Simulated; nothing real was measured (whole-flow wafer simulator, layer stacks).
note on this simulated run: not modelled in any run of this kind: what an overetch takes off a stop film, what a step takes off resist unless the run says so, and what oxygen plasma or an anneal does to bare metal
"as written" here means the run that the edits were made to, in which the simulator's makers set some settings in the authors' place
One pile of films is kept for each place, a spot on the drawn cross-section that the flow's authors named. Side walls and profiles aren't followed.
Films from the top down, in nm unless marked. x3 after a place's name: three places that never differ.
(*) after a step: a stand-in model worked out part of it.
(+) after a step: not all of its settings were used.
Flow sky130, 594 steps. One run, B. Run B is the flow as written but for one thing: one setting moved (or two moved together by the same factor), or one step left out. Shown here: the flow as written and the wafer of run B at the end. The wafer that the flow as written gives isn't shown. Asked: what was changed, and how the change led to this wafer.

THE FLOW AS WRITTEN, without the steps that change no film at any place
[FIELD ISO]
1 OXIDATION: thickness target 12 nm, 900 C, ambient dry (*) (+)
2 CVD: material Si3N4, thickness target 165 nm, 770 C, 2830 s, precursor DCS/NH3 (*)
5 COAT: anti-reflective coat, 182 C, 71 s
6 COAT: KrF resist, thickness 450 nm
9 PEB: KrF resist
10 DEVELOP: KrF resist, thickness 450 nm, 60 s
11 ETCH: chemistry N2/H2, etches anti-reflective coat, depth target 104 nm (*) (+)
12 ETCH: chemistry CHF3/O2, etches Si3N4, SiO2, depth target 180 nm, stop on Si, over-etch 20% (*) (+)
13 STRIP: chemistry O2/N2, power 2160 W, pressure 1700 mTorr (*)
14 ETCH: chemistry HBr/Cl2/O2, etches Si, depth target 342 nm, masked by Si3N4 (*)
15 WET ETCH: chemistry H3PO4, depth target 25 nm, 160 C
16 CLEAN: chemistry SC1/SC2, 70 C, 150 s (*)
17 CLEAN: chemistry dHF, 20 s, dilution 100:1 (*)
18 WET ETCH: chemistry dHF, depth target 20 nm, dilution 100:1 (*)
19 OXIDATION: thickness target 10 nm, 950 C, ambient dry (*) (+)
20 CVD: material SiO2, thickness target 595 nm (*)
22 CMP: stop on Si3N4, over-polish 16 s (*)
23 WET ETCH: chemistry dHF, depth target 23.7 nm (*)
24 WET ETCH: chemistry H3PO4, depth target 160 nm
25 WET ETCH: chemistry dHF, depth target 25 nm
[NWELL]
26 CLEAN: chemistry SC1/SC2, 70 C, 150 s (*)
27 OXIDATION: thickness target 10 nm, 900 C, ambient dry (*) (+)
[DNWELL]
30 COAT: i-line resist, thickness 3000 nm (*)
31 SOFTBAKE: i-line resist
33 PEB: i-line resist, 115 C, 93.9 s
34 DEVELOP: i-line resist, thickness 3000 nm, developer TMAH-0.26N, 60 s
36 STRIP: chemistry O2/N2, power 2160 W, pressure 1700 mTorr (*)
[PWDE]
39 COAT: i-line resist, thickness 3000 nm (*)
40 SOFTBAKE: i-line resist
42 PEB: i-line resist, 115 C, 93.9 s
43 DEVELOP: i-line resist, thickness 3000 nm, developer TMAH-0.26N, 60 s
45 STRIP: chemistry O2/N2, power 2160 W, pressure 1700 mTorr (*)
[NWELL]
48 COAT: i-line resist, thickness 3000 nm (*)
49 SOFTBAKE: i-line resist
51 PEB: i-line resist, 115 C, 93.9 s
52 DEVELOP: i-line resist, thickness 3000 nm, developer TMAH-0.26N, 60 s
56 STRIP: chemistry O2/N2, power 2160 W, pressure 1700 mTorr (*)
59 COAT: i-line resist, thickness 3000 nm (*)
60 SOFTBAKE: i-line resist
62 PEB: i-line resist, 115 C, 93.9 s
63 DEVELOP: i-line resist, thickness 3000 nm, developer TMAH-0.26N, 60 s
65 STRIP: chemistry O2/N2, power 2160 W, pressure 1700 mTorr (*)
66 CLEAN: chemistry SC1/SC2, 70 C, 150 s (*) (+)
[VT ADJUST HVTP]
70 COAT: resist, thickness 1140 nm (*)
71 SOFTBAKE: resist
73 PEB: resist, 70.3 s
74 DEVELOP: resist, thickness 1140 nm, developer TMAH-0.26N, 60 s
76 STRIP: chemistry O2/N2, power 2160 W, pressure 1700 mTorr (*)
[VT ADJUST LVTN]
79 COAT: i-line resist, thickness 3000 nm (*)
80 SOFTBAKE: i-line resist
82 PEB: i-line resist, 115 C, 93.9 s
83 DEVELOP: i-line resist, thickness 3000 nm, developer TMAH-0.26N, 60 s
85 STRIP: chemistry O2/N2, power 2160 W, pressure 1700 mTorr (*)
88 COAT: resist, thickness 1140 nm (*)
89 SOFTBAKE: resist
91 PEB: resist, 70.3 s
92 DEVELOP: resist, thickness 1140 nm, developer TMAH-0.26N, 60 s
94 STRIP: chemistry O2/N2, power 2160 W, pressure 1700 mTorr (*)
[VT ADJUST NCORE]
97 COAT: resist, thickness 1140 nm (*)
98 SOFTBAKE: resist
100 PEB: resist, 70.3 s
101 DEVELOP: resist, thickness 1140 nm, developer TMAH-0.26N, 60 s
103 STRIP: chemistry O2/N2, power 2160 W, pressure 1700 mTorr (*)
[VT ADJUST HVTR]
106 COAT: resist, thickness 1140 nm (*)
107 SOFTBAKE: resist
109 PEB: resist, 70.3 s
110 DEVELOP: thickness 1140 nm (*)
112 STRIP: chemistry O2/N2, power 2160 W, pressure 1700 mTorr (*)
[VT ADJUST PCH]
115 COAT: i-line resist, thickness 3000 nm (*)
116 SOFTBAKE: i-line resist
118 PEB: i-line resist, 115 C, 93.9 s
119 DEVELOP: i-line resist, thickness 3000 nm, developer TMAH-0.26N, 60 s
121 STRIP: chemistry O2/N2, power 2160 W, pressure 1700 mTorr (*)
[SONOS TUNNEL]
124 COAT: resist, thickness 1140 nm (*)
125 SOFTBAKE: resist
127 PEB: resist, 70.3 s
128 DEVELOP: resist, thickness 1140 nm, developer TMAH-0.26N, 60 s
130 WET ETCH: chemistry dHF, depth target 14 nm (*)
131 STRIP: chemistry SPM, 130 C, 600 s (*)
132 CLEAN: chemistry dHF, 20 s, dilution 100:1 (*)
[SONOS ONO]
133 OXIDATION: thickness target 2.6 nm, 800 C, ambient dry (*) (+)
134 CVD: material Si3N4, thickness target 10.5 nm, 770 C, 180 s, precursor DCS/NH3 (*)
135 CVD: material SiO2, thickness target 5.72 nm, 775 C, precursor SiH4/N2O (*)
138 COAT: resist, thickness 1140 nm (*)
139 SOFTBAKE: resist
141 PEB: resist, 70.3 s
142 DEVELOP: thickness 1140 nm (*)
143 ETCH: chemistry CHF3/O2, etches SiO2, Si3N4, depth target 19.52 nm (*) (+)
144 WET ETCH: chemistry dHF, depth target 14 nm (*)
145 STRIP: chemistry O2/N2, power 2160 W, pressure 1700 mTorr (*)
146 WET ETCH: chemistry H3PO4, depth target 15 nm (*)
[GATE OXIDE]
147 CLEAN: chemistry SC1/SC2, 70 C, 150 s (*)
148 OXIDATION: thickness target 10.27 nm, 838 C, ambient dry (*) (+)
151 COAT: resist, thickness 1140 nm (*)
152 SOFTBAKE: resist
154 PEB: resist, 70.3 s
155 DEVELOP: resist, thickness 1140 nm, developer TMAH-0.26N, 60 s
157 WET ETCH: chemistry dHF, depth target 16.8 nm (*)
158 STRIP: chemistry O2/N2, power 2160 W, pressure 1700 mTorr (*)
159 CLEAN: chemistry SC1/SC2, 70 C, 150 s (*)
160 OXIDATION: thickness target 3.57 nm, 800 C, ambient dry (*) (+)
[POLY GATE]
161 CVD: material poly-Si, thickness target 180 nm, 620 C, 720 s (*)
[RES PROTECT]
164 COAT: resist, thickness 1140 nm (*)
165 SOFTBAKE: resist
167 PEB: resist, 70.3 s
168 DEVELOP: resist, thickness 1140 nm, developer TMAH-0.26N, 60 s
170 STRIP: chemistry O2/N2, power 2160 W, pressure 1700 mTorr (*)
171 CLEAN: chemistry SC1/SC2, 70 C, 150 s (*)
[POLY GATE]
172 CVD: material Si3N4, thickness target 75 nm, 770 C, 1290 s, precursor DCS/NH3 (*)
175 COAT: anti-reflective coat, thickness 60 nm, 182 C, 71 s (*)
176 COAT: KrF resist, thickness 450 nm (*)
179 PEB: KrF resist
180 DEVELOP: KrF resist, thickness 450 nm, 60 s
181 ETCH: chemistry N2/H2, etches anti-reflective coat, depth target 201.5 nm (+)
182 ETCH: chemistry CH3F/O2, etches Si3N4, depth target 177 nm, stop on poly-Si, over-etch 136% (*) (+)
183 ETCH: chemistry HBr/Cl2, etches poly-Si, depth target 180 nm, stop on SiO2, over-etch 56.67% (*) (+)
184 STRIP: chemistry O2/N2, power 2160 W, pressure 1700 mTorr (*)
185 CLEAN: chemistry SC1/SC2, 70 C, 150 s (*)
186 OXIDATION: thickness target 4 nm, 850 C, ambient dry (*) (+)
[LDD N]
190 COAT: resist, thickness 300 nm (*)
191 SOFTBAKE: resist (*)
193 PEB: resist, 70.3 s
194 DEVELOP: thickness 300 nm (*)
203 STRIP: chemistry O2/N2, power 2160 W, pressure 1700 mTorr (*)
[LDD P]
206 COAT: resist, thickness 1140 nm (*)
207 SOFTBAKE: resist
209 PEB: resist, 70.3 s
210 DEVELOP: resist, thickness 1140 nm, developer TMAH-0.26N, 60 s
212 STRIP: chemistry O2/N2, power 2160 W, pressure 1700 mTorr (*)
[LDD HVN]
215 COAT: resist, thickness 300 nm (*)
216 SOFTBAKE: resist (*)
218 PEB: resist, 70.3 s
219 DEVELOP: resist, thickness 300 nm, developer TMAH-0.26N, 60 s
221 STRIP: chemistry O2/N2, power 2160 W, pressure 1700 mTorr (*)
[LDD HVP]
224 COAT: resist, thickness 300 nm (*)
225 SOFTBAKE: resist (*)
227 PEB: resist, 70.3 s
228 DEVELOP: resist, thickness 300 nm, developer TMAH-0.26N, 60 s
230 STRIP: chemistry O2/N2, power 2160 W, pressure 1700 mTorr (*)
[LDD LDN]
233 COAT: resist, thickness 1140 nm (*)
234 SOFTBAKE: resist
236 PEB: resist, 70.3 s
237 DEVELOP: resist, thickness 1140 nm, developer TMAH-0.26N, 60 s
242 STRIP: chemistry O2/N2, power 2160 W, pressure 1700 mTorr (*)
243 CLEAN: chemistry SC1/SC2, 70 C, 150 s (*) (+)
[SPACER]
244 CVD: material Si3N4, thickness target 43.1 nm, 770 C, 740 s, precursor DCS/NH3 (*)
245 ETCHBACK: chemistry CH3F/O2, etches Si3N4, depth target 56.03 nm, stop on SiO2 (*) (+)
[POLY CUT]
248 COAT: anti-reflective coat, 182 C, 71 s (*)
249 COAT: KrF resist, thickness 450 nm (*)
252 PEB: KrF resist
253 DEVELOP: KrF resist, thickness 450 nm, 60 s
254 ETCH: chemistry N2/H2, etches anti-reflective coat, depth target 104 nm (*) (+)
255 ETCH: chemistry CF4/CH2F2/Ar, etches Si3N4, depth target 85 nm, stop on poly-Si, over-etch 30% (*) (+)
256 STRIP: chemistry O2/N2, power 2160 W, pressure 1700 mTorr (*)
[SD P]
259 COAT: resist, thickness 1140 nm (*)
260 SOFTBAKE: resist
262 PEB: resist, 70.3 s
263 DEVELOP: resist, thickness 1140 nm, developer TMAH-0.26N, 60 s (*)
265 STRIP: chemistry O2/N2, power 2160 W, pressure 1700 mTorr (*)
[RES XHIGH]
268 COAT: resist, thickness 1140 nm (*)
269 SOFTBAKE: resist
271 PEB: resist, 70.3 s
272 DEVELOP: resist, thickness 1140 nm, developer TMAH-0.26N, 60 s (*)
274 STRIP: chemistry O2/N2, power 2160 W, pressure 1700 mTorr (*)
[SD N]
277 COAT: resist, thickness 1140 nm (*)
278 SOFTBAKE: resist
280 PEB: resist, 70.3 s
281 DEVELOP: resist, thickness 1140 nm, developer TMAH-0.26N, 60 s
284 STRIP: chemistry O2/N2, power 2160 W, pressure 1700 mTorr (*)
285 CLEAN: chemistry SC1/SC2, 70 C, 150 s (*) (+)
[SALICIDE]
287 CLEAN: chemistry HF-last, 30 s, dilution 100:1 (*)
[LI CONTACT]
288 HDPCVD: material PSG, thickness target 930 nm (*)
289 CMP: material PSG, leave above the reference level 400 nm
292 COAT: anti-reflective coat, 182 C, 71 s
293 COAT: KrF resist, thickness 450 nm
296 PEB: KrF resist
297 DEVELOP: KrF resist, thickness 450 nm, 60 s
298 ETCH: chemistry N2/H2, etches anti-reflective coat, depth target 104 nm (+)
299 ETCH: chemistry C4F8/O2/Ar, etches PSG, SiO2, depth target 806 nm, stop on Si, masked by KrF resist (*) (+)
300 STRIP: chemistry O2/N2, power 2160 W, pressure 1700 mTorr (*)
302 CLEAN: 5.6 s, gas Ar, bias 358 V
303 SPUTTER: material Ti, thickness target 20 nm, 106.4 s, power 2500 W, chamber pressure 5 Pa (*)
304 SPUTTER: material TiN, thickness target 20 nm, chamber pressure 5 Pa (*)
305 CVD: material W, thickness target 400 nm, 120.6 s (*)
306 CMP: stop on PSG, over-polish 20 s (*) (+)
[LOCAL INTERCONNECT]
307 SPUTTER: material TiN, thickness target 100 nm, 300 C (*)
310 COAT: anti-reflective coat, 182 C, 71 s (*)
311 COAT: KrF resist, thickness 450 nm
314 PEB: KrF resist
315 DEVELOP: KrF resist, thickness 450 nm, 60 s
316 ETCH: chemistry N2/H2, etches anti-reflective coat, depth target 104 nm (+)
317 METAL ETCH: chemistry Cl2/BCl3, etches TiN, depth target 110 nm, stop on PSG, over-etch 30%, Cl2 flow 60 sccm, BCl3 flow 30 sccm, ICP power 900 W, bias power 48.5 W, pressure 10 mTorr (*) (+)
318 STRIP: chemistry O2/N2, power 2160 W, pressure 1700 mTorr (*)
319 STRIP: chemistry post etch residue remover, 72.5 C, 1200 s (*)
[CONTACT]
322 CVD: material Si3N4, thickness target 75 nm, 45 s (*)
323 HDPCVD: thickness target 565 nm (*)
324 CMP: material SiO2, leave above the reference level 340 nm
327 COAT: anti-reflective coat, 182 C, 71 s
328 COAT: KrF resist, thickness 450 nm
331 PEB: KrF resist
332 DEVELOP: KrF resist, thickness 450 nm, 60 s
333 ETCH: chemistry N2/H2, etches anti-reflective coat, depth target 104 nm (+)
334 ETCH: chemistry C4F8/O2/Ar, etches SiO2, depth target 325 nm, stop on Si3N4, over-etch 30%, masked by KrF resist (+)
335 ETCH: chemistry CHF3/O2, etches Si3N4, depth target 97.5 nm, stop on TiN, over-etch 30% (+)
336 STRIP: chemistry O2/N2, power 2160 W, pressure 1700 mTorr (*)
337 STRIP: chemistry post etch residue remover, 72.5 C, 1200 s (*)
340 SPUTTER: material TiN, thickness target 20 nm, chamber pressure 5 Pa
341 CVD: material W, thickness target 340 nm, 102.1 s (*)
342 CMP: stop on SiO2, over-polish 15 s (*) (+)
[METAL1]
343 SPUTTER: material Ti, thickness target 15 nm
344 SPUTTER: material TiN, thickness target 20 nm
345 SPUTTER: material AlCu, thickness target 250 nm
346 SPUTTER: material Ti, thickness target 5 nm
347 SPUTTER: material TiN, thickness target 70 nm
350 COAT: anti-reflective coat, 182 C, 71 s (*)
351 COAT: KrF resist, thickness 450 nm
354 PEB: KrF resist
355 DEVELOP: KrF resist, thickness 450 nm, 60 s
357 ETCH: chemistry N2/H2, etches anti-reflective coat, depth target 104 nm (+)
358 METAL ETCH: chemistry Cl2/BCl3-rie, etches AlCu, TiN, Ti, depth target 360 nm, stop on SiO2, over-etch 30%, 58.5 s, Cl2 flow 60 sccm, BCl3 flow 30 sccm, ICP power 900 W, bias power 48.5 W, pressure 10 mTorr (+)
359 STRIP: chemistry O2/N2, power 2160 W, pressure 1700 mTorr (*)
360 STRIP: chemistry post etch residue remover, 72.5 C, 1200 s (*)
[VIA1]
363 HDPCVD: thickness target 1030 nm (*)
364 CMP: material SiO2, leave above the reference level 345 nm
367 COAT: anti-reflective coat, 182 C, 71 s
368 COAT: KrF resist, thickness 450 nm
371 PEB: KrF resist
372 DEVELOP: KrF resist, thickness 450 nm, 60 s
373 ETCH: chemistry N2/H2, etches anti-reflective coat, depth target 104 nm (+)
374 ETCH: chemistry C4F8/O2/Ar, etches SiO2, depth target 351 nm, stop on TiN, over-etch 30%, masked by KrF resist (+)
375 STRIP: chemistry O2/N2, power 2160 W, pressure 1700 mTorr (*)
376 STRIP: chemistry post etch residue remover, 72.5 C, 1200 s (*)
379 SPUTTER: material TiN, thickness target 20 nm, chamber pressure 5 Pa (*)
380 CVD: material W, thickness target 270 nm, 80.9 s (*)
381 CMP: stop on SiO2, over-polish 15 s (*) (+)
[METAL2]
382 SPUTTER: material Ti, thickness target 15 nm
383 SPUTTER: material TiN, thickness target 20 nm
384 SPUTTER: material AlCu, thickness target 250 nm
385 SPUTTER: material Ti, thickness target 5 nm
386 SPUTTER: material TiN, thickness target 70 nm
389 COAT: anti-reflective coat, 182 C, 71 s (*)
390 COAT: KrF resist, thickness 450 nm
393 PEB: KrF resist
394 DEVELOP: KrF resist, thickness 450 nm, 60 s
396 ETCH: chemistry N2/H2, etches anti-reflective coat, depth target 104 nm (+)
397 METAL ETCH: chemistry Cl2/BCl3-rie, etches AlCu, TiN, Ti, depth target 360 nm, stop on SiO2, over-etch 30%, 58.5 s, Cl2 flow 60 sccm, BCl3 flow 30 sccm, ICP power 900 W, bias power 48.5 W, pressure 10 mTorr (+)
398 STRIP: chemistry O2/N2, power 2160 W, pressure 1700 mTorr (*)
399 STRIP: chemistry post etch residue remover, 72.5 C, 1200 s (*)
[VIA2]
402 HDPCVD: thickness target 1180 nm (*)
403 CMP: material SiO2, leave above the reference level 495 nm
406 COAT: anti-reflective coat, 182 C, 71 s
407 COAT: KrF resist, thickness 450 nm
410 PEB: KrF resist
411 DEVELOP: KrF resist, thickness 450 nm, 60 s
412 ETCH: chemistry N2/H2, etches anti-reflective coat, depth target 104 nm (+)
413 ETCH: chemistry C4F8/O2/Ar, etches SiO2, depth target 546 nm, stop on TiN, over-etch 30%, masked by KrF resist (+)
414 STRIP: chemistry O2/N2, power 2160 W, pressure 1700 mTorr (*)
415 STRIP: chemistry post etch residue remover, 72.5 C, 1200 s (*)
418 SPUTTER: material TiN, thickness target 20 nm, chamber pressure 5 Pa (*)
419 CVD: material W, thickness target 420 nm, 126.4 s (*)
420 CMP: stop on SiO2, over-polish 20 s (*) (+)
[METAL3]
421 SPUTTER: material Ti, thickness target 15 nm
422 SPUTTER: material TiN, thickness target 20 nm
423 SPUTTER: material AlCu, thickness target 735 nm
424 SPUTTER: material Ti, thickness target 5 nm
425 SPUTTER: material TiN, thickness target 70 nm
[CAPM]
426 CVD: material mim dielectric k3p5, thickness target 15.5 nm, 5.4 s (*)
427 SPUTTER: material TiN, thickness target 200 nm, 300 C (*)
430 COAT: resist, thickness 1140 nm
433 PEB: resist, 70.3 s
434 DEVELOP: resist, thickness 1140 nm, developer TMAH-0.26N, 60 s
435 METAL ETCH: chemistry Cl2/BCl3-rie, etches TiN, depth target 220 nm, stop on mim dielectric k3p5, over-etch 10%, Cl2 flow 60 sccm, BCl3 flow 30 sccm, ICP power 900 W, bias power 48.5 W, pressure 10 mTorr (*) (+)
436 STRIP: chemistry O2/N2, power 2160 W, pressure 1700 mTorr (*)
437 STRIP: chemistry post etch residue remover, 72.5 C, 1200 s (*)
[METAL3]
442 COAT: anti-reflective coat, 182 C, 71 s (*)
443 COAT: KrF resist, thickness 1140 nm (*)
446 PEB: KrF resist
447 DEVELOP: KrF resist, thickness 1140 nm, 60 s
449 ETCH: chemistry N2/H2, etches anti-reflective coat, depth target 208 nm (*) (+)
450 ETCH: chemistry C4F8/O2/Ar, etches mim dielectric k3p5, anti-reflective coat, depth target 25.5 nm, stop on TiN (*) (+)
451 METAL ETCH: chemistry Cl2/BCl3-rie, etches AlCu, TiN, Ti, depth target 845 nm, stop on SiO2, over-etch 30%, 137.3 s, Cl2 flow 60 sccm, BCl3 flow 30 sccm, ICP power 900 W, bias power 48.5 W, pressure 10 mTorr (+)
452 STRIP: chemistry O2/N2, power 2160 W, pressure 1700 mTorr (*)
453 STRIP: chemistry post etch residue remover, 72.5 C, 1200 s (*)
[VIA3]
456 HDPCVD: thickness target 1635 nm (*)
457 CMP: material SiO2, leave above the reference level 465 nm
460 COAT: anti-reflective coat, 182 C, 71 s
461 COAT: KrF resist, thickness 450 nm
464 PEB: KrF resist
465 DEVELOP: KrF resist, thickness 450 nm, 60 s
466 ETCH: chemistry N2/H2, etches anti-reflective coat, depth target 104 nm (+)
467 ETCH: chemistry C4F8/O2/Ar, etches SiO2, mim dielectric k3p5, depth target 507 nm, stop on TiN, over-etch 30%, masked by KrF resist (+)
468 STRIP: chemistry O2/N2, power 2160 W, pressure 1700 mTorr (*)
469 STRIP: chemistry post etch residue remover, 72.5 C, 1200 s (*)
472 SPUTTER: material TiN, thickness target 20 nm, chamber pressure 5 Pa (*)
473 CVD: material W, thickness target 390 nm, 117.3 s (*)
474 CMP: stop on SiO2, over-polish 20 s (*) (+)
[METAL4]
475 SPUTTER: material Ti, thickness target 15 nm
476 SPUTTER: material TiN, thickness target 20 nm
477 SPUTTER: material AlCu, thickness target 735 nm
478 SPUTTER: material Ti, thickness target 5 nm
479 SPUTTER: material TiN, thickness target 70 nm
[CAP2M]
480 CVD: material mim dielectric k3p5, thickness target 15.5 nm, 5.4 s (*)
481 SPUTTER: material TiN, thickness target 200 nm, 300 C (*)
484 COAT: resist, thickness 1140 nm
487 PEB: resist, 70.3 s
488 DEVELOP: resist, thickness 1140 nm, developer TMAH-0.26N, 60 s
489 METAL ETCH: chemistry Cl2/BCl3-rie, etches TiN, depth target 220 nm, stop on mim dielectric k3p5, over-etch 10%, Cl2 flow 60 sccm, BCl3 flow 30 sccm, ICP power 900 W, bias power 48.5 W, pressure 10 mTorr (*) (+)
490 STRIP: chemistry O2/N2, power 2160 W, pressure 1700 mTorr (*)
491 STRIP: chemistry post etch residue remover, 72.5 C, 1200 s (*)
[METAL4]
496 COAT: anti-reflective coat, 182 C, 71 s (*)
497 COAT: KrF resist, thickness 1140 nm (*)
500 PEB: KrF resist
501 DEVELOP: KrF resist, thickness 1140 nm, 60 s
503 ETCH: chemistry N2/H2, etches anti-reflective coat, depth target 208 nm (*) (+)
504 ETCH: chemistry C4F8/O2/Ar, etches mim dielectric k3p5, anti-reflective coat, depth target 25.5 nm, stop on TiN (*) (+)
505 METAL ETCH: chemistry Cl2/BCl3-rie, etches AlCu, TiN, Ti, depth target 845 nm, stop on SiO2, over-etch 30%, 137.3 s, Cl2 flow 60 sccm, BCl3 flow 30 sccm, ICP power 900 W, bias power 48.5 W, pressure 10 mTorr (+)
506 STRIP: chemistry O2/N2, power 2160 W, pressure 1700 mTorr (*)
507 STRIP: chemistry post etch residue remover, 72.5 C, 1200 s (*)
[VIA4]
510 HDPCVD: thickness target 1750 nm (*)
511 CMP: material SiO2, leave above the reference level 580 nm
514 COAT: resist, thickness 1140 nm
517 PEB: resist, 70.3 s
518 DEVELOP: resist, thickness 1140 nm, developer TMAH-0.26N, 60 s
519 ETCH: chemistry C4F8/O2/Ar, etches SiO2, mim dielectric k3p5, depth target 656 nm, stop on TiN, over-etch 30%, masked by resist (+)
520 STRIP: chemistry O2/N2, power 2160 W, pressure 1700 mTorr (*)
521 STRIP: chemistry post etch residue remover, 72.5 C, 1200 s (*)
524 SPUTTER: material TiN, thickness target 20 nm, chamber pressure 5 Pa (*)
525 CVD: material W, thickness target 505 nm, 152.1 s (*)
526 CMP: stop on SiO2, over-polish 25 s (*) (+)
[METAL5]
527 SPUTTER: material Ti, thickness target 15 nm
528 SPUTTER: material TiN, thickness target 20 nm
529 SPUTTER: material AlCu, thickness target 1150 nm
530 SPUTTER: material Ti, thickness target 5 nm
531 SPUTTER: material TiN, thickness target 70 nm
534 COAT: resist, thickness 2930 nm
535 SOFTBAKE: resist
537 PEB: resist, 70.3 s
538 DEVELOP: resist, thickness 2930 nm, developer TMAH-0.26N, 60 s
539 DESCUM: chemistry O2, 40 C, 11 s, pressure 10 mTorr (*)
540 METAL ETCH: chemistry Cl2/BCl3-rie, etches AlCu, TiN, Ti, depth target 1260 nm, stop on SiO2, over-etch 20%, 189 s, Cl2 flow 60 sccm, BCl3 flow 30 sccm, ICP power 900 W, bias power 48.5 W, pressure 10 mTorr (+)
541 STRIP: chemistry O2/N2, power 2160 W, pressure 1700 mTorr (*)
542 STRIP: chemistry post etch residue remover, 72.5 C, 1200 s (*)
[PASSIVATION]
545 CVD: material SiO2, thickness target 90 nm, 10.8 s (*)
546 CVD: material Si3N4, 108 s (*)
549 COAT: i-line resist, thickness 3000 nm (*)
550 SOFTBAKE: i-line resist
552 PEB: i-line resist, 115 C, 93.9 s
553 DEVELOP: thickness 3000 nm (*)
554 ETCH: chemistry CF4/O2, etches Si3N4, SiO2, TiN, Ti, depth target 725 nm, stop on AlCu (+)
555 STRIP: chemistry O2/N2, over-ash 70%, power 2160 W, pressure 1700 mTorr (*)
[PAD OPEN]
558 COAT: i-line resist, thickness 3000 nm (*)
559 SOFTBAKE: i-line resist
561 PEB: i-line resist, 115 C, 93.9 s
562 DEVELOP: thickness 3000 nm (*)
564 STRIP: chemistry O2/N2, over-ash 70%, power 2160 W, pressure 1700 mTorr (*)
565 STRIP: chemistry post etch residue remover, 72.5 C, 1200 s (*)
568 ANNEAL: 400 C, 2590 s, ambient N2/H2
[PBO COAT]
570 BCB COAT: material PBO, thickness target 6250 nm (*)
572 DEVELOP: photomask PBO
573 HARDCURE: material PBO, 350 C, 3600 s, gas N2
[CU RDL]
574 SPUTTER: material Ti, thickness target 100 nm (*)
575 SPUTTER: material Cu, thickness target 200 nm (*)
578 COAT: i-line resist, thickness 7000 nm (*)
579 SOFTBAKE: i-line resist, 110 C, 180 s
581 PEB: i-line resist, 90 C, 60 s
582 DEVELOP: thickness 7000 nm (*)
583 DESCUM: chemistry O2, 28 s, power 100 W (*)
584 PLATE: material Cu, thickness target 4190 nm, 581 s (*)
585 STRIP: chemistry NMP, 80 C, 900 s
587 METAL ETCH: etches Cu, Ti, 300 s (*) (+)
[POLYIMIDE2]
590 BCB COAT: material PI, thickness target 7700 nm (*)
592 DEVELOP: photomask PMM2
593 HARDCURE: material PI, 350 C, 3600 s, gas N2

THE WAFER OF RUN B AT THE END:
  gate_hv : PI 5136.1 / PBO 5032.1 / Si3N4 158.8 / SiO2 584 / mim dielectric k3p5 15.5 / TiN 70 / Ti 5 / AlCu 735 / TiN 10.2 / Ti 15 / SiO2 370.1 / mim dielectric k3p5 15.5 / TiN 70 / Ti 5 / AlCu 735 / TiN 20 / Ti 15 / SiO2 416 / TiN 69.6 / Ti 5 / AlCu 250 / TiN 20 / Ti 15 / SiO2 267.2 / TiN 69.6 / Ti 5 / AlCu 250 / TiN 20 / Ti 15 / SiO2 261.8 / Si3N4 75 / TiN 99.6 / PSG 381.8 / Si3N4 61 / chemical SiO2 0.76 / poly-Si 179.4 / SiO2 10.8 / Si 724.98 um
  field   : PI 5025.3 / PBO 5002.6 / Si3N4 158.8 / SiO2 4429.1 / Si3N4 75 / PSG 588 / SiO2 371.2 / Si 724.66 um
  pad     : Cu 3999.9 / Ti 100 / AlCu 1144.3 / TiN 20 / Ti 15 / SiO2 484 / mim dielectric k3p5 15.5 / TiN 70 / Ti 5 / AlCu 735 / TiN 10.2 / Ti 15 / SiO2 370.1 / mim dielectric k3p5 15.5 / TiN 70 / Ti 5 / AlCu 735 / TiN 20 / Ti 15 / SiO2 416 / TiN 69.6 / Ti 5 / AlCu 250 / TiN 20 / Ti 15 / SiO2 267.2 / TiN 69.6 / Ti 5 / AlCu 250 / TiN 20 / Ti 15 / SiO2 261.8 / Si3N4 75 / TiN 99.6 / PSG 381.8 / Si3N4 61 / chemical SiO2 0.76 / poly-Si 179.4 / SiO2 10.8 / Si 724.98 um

The cause: step 476, SPUTTER: thickness target 10.2 nm was run, where the flow has thickness target 20 nm.
It can be read off the wafer: gate_hv has TiN 10.2, and step 476 as written asks for 20 nm.

How the change led to this, step by step:
  476 SPUTTER: material TiN, thickness target 20 nm
      field, active, n_well and 189 more: TiN +10.2 (new film) (as written it would be: TiN +20 (new film))
  505 METAL ETCH: chemistry Cl2/BCl3-rie, etches AlCu, TiN, Ti, depth target 845 nm, stop on SiO2, over-etch 30%, 137.3 s, Cl2 flow 60 sccm, BCl3 flow 30 sccm, ICP power 900 W, bias power 48.5 W, pressure 10 mTorr (+)
      field, gate, spacer and 68 more: TiN -70 (all of it), Ti -5 (all of it), AlCu -735 (all of it), TiN -10.2 (all of it), Ti -15 (all of it), SiO2 -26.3 (as written it would be: TiN -70 (all of it), Ti -5 (all of it), AlCu -735 (all of it), TiN -20 (all of it), Ti -15 (all of it), SiO2 -25.4)
      active, vpp_iso1, mim_edge_plate and 14 more: TiN -70 (all of it), Ti -5 (all of it), AlCu -735 (all of it), TiN -10.2 (all of it), Ti -15 (all of it), SiO2 -26.3 (as written it would be: TiN -70 (all of it), Ti -5 (all of it), AlCu -735 (all of it), TiN -20 (all of it), Ti -15 (all of it), SiO2 -25.3)
  511 CMP: material SiO2, leave above the reference level 580 nm
      field, active, gate and 77 more: SiO2 -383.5 (as written it would be: SiO2 -374.7)
      iso_guard__w1, mim_edge_gap, vpp_l1ln, vpp_m3ln, rpm_encl, via2_enc, rpm_encl_psd, iso_guard_nsd_tip: SiO2 -383.5 (as written it would be: SiO2 -374.6)
